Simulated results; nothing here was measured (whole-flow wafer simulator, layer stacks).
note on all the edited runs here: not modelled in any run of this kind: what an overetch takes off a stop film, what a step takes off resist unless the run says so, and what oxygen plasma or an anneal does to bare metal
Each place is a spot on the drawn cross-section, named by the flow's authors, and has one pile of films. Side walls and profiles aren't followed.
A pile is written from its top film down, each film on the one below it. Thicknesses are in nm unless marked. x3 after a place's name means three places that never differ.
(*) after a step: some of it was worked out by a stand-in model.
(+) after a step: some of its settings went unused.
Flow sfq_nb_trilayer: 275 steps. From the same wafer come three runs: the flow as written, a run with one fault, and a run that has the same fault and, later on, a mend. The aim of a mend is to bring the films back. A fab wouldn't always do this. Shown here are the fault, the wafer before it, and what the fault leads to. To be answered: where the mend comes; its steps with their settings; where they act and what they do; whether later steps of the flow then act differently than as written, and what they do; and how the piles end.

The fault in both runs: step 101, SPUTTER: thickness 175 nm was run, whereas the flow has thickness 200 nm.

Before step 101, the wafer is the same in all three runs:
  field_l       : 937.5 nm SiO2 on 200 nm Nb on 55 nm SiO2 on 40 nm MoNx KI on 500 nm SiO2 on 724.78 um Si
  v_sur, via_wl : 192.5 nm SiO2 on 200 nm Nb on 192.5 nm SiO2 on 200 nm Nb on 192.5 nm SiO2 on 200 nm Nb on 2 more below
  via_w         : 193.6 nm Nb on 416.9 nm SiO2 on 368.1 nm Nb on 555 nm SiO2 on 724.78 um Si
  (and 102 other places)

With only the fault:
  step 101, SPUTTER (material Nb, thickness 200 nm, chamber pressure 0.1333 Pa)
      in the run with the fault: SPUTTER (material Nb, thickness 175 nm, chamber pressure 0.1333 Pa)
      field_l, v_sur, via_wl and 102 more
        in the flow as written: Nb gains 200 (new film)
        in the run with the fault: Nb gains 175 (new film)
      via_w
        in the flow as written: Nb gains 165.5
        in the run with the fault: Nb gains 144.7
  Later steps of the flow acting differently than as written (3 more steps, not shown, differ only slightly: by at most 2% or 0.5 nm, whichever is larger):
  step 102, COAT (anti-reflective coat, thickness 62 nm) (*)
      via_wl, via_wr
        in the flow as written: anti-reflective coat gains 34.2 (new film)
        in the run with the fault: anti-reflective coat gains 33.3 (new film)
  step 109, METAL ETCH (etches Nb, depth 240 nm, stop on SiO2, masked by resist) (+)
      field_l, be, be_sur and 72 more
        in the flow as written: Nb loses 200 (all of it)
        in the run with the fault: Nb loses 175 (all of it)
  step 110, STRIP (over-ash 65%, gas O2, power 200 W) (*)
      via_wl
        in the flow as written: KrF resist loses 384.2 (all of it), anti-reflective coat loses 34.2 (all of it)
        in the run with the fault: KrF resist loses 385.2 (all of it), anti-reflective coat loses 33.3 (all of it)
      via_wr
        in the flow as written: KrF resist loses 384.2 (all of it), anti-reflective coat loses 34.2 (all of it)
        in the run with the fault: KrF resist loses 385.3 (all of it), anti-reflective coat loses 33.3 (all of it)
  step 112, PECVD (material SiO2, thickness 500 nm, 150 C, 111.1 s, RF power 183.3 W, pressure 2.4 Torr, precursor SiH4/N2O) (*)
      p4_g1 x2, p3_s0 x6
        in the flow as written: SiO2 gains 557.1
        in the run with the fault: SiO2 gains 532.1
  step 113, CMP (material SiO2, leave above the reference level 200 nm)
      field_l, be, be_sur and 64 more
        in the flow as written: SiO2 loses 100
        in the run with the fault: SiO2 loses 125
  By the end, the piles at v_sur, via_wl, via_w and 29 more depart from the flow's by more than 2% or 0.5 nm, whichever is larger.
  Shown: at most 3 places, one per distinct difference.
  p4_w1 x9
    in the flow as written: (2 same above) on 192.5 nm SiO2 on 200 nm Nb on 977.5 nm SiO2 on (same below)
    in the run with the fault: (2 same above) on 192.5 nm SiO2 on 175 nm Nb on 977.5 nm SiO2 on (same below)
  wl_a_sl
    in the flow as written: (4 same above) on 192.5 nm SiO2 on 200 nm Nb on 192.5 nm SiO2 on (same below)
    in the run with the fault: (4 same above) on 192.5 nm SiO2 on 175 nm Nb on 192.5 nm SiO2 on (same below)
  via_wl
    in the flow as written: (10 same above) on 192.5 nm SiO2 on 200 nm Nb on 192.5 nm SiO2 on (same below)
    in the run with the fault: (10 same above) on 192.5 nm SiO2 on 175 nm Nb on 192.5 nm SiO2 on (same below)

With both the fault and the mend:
  The mend stands after step 107.
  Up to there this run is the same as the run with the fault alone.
  step 107a, STRIP (over-ash 65%, gas O2, power 200 W) (*)
      p4_fl x3, p4_g1 x2, p3_s0 x6 and 42 more
        anti-reflective coat loses 62 (all of it)
      p4_w1 x9, wl_j_sl, wl_jj and 13 more
        KrF resist loses 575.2 (all of it), anti-reflective coat loses 62 (all of it)
      r_sur, res, r_end and 9 more
        anti-reflective coat loses 61.8 (all of it)
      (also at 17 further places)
  step 107b, SPUTTER (material Nb, thickness 25 nm, chamber pressure 0.1333 Pa) (the flow's step 101 again, with other settings)
      field_l, v_sur, via_wl and 102 more
        Nb gains 25
      via_w
        Nb gains 19
  step 107c, COAT (anti-reflective coat, thickness 62 nm) (*) (the flow's step 102 again)
      p4_fl x3, p4_w1 x9, p4_g1 x2 and 63 more
        anti-reflective coat gains 62 (new film)
      r_sur, res, r_end and 9 more
        anti-reflective coat gains 61.8 (new film)
      jj_sur, ce_l, c5j, ce_r, sp_r, be_r
        anti-reflective coat gains 61.7 (new film)
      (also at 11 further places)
  step 107d, COAT (KrF resist, thickness 600 nm) (*) (the flow's step 103 again)
      p4_fl x3, p4_w1 x9, p4_g1 x2 and 63 more
        KrF resist gains 600 (new film)
      r_end, moat, field_r, lsp_l, l0_sur
        KrF resist gains 599.4 (new film)
      be_r, r_sur, res, l0v
        KrF resist gains 599.3 (new film)
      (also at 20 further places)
  step 107e, SOFTBAKE (KrF resist) (the flow's step 104 again)
      does not change any film at any place that is followed
  step 107f, EXPOSE (photomask M3, dose 12.11 mJ/cm2, NA 0.6, wavelength 248 nm) (*) (the flow's step 105 again)
      does not change any film at any place that is followed
  step 107g, PEB (KrF resist, 90 s) (the flow's step 106 again)
      wire, be, be_sur and 96 more
        KrF resist loses 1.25
      field_l, via_v
        KrF resist loses 1.24
      via_wl, via_wr
        KrF resist loses 1.26
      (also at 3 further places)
  step 107h, DEVELOP (KrF resist, thickness 600 nm, 60 s) (the flow's step 107 again)
      p4_fl x3, p4_g1 x2, p3_s0 x6 and 42 more
        KrF resist loses 598.7 (all of it)
      v_sur, via_wl, via_w and 28 more
        KrF resist loses 23.5
      field_r, lsp_l, ln_m5, lsp_m, ln_m6, lsp_r, l0_sur
        KrF resist loses 598.2 (all of it)
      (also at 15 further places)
  None of the later steps of the flow differs from how it acts as written, at any place that is followed, by more than 2% or 0.5 nm, whichever is larger.
  The piles end only slightly different from the flow's at the places that both follow, by no more than 2% or 0.5 nm, whichever is larger.
